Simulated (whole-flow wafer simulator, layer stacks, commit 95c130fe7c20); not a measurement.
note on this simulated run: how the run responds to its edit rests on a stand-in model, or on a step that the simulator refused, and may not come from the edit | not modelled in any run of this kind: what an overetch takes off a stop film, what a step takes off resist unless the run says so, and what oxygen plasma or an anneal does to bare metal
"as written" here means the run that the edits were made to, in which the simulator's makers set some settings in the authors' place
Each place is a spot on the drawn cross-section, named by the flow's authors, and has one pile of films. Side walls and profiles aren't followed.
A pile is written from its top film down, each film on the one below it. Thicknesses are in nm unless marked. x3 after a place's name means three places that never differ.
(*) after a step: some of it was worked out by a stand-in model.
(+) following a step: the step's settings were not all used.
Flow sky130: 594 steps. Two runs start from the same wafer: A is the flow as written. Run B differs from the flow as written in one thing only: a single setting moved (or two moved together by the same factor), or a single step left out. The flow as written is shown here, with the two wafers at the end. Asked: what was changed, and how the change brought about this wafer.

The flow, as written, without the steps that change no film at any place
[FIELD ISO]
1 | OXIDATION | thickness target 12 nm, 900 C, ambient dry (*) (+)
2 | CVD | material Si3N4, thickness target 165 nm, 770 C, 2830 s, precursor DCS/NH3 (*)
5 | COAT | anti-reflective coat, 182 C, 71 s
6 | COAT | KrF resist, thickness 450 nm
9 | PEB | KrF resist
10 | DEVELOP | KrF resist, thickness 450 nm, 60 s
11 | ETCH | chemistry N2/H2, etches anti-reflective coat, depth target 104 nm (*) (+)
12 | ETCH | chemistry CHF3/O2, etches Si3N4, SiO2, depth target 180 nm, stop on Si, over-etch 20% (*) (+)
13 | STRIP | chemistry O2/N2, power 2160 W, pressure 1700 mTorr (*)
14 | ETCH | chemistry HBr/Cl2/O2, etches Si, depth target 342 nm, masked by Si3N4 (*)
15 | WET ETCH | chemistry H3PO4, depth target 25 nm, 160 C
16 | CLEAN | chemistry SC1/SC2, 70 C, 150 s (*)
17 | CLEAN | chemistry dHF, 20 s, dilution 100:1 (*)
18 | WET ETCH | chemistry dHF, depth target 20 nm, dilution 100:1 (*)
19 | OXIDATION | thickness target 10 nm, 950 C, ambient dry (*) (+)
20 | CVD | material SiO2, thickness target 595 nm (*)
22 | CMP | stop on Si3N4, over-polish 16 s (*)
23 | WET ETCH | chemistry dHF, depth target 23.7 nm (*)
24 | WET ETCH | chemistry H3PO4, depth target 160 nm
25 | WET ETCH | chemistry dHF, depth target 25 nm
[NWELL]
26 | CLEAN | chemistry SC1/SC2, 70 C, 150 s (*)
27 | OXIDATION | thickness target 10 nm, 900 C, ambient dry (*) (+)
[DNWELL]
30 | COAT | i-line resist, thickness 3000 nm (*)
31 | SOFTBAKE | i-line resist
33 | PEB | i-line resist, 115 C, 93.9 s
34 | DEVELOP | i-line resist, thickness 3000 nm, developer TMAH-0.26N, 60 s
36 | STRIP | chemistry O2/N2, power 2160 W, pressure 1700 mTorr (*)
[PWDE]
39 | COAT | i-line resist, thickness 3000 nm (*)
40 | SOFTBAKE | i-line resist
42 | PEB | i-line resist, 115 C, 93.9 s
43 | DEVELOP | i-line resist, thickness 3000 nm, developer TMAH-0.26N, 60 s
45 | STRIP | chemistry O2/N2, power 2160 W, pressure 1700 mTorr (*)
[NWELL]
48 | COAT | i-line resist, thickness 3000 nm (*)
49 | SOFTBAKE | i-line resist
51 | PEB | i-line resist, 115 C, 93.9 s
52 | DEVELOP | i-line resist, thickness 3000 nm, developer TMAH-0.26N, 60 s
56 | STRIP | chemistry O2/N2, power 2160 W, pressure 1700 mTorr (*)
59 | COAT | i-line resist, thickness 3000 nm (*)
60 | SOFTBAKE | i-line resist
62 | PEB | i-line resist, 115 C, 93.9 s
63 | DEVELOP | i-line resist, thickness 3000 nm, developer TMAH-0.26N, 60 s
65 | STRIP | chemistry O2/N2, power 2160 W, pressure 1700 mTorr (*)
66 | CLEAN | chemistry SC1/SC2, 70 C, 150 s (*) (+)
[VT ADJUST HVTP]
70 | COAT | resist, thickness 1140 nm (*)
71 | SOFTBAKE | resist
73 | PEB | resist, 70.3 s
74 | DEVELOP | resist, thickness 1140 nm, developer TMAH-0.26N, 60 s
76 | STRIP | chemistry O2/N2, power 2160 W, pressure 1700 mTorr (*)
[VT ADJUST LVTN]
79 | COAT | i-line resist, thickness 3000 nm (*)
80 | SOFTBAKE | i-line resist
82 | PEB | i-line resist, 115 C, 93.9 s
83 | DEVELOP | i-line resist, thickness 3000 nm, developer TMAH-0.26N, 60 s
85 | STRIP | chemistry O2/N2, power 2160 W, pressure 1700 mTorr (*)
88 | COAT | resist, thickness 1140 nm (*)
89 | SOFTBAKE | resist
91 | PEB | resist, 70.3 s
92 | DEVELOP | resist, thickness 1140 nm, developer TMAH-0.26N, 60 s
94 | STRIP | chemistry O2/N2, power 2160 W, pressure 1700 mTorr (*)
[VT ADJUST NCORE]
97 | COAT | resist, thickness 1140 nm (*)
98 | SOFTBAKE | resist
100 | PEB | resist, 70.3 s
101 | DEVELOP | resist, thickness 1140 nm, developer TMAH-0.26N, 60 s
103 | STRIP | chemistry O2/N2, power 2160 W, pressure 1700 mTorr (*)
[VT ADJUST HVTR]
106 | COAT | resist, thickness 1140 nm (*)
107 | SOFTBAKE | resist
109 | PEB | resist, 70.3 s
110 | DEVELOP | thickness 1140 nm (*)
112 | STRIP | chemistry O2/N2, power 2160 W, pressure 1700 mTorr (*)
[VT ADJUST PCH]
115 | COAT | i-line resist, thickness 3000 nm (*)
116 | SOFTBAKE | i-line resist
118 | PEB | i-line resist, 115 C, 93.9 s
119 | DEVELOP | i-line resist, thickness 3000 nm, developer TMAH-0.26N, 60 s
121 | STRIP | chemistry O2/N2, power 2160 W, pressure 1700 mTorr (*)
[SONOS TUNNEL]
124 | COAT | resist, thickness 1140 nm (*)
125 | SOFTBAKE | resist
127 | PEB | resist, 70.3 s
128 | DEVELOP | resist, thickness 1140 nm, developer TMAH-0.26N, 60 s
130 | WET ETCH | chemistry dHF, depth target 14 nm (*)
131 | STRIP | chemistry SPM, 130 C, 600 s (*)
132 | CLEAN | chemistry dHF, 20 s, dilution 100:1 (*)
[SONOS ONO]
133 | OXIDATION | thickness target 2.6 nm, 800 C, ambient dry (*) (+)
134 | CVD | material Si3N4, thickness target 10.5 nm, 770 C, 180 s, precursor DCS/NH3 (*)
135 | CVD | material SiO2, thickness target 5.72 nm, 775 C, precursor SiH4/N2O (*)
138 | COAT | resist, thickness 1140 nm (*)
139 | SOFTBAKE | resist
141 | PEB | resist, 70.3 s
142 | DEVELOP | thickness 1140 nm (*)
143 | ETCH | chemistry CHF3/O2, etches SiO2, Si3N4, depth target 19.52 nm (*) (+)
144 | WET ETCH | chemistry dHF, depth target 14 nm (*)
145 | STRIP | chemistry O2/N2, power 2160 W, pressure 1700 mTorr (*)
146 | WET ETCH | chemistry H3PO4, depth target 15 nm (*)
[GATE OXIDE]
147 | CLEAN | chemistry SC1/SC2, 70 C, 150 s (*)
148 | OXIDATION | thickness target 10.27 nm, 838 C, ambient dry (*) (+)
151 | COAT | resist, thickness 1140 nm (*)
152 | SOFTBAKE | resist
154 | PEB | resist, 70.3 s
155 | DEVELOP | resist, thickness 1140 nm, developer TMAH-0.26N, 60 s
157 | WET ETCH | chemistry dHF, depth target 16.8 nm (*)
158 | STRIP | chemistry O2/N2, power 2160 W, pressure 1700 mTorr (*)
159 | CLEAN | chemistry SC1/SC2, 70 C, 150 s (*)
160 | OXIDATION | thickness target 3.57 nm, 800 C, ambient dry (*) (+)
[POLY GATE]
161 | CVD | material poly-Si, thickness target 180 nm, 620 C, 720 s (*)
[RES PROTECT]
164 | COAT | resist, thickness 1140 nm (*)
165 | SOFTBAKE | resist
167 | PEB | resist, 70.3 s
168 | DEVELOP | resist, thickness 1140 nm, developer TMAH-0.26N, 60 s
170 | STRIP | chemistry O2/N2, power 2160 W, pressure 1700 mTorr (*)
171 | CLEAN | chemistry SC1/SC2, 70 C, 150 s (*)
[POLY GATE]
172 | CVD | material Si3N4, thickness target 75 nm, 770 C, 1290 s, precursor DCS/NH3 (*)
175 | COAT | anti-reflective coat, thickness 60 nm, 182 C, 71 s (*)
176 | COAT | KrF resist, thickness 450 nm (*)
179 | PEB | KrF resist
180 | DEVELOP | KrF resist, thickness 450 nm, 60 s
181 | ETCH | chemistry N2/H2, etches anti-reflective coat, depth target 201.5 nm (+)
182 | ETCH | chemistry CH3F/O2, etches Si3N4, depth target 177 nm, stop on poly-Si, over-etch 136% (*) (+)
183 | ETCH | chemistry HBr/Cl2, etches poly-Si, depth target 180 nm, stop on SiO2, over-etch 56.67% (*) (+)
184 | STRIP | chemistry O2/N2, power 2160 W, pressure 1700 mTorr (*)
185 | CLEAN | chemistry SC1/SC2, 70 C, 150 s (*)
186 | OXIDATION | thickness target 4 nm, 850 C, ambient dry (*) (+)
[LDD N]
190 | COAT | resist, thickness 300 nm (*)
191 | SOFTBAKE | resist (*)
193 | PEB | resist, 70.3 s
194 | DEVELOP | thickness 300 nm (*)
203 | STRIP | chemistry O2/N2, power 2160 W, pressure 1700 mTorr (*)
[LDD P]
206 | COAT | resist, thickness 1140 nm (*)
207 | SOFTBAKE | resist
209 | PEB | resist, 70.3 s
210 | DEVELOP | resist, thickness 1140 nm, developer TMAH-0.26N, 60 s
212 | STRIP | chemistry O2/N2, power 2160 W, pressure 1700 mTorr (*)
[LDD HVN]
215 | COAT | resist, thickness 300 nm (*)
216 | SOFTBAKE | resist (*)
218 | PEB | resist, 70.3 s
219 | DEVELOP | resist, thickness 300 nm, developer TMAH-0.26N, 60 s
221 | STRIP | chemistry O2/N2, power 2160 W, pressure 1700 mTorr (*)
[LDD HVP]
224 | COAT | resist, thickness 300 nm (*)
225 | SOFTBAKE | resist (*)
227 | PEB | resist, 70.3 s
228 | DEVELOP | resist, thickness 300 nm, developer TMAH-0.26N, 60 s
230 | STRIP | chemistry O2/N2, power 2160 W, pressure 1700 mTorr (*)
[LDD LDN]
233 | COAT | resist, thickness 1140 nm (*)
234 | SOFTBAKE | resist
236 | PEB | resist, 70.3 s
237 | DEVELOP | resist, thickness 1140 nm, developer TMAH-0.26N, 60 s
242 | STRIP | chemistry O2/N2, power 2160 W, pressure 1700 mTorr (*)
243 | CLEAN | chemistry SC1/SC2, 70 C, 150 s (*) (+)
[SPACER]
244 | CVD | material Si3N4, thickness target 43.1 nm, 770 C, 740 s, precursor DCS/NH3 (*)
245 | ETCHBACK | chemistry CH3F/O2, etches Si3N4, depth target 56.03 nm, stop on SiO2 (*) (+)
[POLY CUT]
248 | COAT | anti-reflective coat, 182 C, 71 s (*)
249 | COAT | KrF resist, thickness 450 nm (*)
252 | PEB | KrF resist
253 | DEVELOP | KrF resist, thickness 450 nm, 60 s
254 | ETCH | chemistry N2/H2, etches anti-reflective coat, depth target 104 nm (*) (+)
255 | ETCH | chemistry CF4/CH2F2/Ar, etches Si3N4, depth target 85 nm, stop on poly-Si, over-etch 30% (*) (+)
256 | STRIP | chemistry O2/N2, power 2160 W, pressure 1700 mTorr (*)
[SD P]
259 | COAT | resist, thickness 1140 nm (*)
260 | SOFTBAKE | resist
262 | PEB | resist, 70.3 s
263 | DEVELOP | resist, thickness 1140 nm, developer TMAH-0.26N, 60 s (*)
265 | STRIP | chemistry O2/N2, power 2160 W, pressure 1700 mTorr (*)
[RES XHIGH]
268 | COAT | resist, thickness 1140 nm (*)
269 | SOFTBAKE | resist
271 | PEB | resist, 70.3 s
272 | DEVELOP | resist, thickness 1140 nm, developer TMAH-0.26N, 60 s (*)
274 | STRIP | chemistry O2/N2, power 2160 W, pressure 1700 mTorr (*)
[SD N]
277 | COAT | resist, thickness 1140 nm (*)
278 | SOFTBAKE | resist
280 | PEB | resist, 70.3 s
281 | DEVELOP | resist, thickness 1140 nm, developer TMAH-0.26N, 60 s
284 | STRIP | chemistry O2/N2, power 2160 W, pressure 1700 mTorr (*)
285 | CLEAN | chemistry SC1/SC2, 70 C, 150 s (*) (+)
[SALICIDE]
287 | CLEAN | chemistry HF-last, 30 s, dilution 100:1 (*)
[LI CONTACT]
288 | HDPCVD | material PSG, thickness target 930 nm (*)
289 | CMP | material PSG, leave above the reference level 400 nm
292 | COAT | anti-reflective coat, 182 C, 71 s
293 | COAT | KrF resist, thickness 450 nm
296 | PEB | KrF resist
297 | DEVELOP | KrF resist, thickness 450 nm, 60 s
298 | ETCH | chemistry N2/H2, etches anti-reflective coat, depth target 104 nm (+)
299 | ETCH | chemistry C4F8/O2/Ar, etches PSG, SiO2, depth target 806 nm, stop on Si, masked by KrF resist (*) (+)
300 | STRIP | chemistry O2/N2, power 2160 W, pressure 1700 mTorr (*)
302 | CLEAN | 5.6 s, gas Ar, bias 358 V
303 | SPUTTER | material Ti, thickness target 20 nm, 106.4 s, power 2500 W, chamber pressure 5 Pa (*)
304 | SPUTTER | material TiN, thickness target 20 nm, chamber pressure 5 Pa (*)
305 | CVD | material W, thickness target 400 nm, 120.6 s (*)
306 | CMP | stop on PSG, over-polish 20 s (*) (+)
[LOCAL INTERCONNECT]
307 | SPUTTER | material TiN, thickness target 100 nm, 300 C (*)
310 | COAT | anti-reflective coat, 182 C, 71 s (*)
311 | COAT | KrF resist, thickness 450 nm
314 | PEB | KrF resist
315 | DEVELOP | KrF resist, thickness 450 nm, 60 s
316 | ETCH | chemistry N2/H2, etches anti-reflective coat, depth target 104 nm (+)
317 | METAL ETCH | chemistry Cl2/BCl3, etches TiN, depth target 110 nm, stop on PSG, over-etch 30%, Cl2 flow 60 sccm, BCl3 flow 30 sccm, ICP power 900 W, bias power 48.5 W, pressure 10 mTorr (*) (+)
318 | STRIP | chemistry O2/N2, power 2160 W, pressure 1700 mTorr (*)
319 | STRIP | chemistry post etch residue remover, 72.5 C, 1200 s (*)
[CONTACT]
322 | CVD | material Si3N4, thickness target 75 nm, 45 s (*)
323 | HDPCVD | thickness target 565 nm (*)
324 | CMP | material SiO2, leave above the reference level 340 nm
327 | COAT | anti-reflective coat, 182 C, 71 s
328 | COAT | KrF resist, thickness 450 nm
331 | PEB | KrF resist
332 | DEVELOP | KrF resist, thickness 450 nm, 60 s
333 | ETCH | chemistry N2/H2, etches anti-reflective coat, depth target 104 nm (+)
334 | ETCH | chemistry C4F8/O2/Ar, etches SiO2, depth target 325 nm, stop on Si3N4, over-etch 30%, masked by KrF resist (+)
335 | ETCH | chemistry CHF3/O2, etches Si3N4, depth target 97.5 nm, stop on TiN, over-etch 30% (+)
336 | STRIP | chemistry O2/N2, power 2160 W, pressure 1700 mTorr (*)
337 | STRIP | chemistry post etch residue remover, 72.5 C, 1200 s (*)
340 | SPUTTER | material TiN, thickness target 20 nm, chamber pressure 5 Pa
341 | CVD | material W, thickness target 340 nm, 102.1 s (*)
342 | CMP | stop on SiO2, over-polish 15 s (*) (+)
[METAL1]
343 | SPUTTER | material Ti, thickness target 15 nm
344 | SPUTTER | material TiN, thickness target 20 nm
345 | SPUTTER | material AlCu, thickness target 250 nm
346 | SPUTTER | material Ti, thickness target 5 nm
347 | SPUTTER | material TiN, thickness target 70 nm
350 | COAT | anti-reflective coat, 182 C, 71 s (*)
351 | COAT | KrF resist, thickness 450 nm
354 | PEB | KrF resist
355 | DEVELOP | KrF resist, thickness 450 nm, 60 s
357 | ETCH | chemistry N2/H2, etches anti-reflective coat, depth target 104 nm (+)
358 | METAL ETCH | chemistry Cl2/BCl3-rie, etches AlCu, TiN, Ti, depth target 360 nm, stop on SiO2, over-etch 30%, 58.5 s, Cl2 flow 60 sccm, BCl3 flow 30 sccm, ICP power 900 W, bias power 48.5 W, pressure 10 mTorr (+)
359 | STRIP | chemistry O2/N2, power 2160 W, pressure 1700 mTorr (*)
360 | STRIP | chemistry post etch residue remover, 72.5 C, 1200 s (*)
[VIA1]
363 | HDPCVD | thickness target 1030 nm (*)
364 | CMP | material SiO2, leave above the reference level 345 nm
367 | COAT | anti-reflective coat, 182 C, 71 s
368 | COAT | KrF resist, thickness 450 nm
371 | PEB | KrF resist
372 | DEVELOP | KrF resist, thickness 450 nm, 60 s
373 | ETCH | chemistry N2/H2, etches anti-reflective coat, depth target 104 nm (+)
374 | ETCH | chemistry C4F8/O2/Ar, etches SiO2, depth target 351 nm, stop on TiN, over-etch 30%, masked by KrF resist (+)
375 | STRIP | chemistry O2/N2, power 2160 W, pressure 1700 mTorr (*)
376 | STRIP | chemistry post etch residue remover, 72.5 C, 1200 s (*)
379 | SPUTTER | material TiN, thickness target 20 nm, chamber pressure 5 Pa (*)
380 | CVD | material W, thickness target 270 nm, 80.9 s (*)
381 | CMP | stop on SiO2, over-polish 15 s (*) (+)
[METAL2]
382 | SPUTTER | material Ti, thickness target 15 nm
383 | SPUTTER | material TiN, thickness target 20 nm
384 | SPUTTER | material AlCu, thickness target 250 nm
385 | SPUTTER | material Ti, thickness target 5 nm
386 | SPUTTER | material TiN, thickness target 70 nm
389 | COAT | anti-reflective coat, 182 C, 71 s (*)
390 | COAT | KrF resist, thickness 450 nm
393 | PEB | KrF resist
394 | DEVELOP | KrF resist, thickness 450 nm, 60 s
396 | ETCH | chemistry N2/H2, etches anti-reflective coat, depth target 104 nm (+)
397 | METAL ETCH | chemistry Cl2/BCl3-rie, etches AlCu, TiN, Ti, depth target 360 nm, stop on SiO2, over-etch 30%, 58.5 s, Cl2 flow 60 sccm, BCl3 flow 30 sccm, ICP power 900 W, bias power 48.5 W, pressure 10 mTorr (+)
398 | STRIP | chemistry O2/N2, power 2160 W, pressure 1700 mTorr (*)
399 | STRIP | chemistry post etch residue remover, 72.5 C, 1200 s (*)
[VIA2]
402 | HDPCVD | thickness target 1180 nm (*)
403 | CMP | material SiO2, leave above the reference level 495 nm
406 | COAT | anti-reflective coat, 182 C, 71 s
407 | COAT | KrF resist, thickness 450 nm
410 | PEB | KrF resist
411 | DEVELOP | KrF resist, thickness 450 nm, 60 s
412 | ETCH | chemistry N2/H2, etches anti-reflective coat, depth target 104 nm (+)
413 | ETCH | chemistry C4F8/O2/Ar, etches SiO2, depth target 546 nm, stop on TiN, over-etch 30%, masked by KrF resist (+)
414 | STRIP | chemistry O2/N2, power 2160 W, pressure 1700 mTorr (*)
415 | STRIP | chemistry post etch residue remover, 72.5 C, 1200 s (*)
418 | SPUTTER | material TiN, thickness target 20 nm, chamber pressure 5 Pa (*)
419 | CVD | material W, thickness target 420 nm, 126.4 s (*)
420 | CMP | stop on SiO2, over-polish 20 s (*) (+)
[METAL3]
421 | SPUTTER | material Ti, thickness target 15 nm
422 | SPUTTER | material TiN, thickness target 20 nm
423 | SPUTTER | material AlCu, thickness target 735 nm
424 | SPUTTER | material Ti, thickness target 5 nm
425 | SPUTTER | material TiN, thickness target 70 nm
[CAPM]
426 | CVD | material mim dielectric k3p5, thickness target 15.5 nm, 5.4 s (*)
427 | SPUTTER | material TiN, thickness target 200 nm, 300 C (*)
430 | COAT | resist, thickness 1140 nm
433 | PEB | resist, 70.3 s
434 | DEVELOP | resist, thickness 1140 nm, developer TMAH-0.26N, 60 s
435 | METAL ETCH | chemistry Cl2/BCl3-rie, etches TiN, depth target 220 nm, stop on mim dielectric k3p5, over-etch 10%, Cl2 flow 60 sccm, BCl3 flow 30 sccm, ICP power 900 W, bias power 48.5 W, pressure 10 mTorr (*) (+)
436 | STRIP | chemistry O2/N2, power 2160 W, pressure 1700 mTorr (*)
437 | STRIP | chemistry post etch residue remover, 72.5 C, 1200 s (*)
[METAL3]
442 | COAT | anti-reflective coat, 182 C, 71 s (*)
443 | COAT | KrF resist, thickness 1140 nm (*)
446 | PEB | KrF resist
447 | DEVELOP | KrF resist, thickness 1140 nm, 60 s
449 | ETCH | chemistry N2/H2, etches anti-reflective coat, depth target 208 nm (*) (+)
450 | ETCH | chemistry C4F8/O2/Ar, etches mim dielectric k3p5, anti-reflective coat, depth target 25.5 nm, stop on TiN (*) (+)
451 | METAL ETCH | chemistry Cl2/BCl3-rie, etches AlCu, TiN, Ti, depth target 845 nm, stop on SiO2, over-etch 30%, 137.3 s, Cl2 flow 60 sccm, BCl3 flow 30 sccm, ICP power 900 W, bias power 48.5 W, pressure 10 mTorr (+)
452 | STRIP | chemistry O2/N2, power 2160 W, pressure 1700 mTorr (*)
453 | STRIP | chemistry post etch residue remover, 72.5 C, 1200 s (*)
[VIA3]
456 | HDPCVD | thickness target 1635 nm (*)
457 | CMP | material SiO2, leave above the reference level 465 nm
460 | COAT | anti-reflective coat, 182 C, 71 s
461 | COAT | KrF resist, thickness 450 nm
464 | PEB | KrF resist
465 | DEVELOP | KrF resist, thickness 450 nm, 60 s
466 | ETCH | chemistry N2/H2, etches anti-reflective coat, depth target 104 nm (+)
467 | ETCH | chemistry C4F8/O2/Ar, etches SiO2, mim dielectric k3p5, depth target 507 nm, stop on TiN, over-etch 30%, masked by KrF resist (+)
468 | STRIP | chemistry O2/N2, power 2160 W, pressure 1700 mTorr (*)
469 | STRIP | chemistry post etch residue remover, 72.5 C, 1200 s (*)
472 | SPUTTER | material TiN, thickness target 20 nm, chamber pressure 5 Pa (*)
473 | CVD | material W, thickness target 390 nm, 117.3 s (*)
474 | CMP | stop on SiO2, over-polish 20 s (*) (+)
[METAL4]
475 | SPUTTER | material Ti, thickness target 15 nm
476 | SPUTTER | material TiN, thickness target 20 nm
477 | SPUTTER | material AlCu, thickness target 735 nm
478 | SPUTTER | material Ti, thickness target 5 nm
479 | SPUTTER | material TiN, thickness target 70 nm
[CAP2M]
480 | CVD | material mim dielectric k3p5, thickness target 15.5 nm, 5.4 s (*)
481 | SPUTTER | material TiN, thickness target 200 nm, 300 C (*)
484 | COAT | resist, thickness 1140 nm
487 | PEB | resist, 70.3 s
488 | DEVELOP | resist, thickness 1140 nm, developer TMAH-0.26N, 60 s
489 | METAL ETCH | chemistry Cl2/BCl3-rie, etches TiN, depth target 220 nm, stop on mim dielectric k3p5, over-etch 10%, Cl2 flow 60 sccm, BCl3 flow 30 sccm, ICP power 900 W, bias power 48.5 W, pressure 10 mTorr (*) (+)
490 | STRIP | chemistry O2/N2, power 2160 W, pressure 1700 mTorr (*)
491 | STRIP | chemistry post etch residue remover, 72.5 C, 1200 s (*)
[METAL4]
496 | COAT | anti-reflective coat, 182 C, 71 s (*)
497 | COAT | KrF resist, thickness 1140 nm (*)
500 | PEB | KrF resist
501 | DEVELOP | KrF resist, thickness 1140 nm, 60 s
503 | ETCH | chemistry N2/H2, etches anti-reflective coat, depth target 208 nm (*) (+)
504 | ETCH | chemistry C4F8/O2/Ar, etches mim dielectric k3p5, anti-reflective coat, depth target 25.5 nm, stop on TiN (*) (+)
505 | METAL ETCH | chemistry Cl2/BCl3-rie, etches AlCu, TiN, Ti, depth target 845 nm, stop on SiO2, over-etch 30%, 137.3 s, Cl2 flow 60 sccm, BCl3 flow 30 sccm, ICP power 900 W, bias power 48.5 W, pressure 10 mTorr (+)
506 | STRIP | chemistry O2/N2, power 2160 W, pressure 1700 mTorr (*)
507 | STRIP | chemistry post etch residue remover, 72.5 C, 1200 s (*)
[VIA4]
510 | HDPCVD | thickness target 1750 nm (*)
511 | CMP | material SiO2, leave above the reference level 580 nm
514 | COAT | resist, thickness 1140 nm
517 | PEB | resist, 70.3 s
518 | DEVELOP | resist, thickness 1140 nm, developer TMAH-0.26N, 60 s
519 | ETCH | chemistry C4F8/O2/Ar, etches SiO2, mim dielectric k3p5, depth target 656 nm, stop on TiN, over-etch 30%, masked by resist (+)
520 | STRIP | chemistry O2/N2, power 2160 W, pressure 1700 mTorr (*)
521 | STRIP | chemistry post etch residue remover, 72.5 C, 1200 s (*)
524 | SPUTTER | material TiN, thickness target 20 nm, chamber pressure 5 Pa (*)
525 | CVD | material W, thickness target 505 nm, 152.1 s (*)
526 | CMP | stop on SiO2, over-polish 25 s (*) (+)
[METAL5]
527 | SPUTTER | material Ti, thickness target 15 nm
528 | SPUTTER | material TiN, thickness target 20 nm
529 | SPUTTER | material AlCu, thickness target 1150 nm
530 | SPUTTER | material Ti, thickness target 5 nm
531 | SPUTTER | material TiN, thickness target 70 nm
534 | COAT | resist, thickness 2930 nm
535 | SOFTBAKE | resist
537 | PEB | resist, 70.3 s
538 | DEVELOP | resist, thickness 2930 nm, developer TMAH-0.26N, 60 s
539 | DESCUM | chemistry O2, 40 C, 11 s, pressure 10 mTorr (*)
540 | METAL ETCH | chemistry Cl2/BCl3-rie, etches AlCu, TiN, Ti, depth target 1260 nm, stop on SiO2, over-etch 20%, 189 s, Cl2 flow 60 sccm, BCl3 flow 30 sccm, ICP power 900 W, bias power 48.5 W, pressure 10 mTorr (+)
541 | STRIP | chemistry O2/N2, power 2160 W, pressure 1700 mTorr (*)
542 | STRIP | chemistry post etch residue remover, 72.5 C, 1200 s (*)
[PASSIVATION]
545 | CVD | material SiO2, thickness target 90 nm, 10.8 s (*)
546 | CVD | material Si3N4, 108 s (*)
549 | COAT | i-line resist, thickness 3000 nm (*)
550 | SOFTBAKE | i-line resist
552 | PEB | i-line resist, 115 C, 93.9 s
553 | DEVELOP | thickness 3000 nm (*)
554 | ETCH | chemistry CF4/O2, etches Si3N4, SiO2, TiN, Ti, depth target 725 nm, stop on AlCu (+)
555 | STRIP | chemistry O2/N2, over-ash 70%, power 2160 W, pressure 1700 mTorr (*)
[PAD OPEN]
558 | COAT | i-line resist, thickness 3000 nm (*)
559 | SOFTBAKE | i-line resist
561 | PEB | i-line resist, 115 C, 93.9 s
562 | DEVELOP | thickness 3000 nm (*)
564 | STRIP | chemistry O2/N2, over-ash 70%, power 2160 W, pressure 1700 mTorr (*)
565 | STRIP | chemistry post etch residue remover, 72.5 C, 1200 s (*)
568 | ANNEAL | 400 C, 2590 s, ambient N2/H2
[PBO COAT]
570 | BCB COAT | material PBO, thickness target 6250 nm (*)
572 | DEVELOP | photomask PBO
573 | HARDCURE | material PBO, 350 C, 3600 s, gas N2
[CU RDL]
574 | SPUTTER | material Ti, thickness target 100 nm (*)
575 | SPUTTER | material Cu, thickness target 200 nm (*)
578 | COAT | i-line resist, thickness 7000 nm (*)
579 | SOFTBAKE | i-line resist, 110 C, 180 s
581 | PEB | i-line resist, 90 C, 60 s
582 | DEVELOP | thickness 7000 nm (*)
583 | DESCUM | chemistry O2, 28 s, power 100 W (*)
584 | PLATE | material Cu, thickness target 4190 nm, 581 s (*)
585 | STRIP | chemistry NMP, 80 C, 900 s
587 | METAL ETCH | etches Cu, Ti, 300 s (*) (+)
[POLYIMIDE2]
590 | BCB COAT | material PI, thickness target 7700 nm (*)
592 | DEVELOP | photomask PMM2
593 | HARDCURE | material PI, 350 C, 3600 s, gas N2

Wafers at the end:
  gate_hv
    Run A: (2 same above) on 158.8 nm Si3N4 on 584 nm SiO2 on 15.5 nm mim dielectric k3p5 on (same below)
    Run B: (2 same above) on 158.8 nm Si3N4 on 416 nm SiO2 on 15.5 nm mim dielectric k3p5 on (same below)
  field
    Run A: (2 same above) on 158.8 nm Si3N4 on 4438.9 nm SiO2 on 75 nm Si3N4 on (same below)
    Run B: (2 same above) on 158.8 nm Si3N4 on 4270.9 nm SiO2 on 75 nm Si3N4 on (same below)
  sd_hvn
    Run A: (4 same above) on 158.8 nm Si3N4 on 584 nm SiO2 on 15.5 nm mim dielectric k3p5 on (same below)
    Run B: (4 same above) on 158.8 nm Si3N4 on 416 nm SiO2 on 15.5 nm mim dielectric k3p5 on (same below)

Cause: step 511, CMP: leave above the reference level 412 nm was run, though the flow has leave above the reference level 580 nm.

How this came from the change, step by step:
  511 | CMP | material SiO2, leave above the reference level 580 nm
      n_well, p_well, gate_hv and 99 more: A -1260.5 SiO2 | B -1428.5 SiO2
      field, active, gate and 77 more: A -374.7 SiO2 | B -542.7 SiO2
      (and at 11 other places as well)
  519 | ETCH | chemistry C4F8/O2/Ar, etches SiO2, mim dielectric k3p5, depth target 656 nm, stop on TiN, over-etch 30%, masked by resist (+)
      field, active, n_well and 188 more: A -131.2 resist | B -87.8 resist
      m1: A -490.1 SiO2 (all of it), -15.5 mim dielectric k3p5 (all of it) | B -322.1 SiO2 (all of it), -15.5 mim dielectric k3p5 (all of it)
      (and at 1 other place as well)
  520 | STRIP | chemistry O2/N2, power 2160 W, pressure 1700 mTorr (*)
      field, active, n_well and 188 more: A -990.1 resist (all of it) | B -1033.5 resist (all of it)
  524 | SPUTTER | material TiN, thickness target 20 nm, chamber pressure 5 Pa (*)
      m1, via4_hole: A +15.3 TiN | B +16.5 TiN
  525 | CVD | material W, thickness target 505 nm, 152.1 s (*)
      m1: A +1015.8 W (new film) | B +649.8 W (new film)
      via4_hole: A +1015.2 W (new film) | B +650.9 W (new film)
  526 | CMP | stop on SiO2, over-polish 25 s (*) (+)
      m1: A -532.7 W | B -335.9 W
      via4_hole: A -532.7 W | B -337.6 W
